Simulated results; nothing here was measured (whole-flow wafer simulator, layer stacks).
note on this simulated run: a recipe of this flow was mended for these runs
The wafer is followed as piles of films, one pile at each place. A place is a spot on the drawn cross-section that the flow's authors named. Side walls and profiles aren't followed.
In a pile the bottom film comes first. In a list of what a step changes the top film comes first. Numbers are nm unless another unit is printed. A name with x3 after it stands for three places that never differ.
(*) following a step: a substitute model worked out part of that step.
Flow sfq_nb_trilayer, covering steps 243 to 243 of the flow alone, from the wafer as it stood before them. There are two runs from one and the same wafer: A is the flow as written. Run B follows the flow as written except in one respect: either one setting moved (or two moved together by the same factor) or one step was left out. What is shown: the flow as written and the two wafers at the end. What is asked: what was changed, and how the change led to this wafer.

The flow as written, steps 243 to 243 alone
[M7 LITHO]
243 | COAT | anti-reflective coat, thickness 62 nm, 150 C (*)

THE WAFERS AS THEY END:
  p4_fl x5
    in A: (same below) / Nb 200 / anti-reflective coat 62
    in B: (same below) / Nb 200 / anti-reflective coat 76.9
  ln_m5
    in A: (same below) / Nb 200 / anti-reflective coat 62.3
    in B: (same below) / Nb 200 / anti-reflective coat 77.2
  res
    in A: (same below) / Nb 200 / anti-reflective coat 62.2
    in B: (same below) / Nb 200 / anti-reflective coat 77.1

The reason: step 243, COAT: thickness 76.9 nm was run, while the flow as written has thickness 62 nm.
The wafer itself shows it: p4_fl x5 has anti-reflective coat 76.9, and step 243 as written asks for 62 nm.

Step by step, how the change led to this:
  243 | COAT | anti-reflective coat, thickness 62 nm, 150 C (*)
      p4_fl x5, p4_w1 x9, p3_s0 x15 and 48 more: A anti-reflective coat gains 62 (new film) | B anti-reflective coat gains 76.9 (new film)
      ln_m5, lsp_m, ln_m6, lsp_r, l0_sur, l0v: A anti-reflective coat gains 62.3 (new film) | B anti-reflective coat gains 77.2 (new film)
      (and at 23 other places as well)
